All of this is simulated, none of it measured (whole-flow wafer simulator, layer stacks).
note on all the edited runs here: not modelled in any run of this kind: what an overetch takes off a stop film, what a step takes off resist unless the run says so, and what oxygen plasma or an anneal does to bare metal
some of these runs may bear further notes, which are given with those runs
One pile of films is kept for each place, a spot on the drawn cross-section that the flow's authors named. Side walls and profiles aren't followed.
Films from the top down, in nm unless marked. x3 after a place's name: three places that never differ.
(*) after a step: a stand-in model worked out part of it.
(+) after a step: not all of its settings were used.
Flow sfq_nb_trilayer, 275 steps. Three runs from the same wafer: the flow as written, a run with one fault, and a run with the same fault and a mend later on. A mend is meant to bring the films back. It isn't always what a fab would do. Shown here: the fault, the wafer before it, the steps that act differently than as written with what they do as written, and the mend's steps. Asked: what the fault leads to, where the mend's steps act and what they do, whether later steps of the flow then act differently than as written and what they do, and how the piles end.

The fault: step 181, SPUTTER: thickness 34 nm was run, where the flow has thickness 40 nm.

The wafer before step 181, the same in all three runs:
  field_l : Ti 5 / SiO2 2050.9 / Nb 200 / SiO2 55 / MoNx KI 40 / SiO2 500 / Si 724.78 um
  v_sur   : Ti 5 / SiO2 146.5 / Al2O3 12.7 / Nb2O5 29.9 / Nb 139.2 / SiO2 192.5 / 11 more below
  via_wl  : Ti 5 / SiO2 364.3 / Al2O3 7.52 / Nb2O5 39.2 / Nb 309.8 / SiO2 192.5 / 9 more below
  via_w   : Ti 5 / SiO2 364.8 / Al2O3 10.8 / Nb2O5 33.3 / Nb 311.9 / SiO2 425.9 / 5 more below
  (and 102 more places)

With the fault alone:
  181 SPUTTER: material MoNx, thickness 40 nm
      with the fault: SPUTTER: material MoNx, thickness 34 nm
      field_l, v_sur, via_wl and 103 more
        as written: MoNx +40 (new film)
        with the fault: MoNx +34 (new film)
  Later steps of the flow that act differently than as written (11 more steps differ only slightly, by at most 2% or 0.5 nm, whichever is larger, and aren't shown):
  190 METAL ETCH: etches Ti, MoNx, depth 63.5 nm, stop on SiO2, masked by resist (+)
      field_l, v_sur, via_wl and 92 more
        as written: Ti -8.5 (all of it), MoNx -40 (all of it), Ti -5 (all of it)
        with the fault: Ti -8.5 (all of it), MoNx -34 (all of it), Ti -5 (all of it)
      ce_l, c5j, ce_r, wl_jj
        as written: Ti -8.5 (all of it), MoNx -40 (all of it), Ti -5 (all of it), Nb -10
        with the fault: Ti -8.5 (all of it), MoNx -34 (all of it), Ti -5 (all of it), Nb -16
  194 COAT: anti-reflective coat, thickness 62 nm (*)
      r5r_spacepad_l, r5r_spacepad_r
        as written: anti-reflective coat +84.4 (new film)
        with the fault: anti-reflective coat +81.8 (new film)
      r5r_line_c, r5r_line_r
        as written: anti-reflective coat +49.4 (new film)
        with the fault: anti-reflective coat +50.5 (new film)
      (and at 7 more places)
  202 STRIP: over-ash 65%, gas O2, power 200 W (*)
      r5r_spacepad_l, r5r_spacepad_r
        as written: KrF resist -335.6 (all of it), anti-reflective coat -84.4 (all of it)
        with the fault: KrF resist -335.4 (all of it), anti-reflective coat -81.8 (all of it)
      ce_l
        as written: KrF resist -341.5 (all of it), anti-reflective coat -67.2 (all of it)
        with the fault: KrF resist -343.1 (all of it), anti-reflective coat -69.8 (all of it)
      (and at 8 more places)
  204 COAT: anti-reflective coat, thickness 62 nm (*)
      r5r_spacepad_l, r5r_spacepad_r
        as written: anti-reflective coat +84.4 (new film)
        with the fault: anti-reflective coat +81.8 (new film)
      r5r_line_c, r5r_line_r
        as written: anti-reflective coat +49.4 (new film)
        with the fault: anti-reflective coat +50.5 (new film)
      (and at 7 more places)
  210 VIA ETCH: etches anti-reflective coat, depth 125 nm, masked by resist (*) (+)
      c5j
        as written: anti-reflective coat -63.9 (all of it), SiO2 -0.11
        with the fault: anti-reflective coat -65.6 (all of it), SiO2 -0.1
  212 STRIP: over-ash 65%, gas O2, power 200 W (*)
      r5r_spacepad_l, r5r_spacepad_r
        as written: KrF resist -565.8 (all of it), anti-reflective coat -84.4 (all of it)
        with the fault: KrF resist -565.1 (all of it), anti-reflective coat -81.8 (all of it)
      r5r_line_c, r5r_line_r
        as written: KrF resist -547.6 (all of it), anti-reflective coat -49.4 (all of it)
        with the fault: KrF resist -549.2 (all of it), anti-reflective coat -50.5 (all of it)
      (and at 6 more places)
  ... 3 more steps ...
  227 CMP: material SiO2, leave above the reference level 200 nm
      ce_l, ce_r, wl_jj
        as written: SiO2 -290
        with the fault: SiO2 -284
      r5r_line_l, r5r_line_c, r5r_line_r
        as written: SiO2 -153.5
        with the fault: SiO2 -147.5
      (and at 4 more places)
  At the end the piles differ from the flow's by more than 2% or 0.5 nm, whichever is larger, at ce_l, c5j, ce_r and 8 more.
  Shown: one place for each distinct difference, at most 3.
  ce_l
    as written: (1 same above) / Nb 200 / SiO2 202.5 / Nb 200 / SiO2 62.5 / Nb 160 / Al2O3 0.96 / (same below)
    with the fault: (1 same above) / Nb 200 / SiO2 208.5 / Nb 200 / SiO2 62.5 / Nb 154 / Al2O3 0.96 / (same below)
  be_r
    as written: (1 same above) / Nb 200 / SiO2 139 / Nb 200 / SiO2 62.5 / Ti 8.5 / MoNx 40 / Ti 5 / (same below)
    with the fault: (1 same above) / Nb 200 / SiO2 145 / Nb 200 / SiO2 62.5 / Ti 8.5 / MoNx 34 / Ti 5 / (same below)
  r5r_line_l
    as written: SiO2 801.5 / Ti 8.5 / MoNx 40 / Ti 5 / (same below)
    with the fault: SiO2 807.5 / Ti 8.5 / MoNx 34 / Ti 5 / (same below)

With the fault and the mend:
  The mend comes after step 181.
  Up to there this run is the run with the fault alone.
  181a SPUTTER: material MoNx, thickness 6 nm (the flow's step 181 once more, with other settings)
      field_l, v_sur, via_wl and 103 more
        MoNx +6
  No later step of the flow acts differently than as written at any place that is followed.
  At the end the piles are the same as the flow's at every place that both follow.
